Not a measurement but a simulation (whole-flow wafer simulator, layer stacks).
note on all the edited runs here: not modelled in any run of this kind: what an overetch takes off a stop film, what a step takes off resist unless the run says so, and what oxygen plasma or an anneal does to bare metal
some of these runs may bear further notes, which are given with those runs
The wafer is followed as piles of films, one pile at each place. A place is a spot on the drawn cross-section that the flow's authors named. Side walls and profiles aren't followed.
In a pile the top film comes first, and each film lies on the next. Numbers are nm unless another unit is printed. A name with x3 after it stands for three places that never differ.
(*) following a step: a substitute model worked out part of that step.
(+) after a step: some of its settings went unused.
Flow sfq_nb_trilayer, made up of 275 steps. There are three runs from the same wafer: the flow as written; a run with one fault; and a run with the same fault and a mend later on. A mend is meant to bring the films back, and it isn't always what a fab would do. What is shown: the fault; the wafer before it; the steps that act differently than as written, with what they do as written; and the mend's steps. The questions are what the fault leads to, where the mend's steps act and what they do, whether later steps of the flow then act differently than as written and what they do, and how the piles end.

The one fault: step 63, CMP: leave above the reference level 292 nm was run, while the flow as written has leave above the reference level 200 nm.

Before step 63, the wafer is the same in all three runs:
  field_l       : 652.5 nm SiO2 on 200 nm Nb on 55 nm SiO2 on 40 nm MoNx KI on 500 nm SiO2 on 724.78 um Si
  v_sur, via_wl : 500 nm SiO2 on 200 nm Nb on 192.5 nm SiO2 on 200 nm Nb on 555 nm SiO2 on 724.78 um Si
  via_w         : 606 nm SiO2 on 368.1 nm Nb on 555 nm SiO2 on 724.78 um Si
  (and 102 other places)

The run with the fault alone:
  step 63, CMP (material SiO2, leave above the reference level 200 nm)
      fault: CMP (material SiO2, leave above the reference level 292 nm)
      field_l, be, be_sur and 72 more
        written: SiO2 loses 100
        fault: SiO2 loses 8
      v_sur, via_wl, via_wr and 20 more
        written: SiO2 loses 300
        fault: SiO2 loses 208
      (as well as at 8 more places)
  Later steps of the flow acting differently than as written (not shown: 4 more steps that differ only slightly, by at most 2% or 0.5 nm, whichever is larger):
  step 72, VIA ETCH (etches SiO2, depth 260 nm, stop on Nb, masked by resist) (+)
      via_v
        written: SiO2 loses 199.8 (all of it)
        fault: SiO2 loses 260
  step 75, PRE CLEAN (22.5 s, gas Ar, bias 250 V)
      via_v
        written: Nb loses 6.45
        fault: SiO2 loses 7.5
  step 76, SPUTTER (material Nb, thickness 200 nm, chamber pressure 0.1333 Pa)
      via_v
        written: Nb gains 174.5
        fault: Nb gains 163.1 (new film)
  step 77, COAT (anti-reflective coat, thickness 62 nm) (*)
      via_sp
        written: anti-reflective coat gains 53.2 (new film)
        fault: anti-reflective coat gains 51.9 (new film)
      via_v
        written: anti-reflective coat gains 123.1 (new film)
        fault: anti-reflective coat gains 136.1 (new film)
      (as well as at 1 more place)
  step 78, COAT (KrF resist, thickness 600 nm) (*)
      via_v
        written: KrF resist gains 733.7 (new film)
        fault: KrF resist gains 783.4 (new film)
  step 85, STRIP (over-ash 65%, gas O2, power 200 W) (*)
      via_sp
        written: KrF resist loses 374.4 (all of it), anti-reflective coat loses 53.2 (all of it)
        fault: KrF resist loses 370.4 (all of it), anti-reflective coat loses 51.9 (all of it)
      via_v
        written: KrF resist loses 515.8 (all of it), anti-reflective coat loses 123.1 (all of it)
        fault: KrF resist loses 565.3 (all of it), anti-reflective coat loses 136.1 (all of it)
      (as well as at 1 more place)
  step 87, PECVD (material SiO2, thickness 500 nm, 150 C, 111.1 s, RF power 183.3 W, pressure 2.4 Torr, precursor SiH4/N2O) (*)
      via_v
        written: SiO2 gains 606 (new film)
        fault: SiO2 gains 678.7 (new film)
  At field_l, v_sur, via_wl and 103 more, the piles at the end differ from the flow's by more than 2% or 0.5 nm, whichever is larger.
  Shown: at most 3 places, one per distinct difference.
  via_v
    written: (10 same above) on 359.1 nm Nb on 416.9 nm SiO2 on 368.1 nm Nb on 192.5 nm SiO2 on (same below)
    fault: (10 same above) on 359.1 nm Nb on 489.6 nm SiO2 on 163.1 nm Nb on 24.3 nm SiO2 on 200 nm Nb on 192.5 nm SiO2 on (same below)
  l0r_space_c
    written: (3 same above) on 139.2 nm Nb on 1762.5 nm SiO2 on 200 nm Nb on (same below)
    fault: (3 same above) on 139.2 nm Nb on 1854.5 nm SiO2 on 200 nm Nb on (same below)
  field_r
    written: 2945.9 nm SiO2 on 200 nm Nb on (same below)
    fault: 3037.9 nm SiO2 on 200 nm Nb on (same below)

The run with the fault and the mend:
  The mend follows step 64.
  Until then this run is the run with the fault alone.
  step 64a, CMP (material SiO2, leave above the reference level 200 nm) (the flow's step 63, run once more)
      field_l, v_sur, via_wl and 103 more
        SiO2 loses 92
  None of the later steps of the flow acts differently than as written at any place that is followed.
  At every place that both follow, the piles at the end match the flow's.
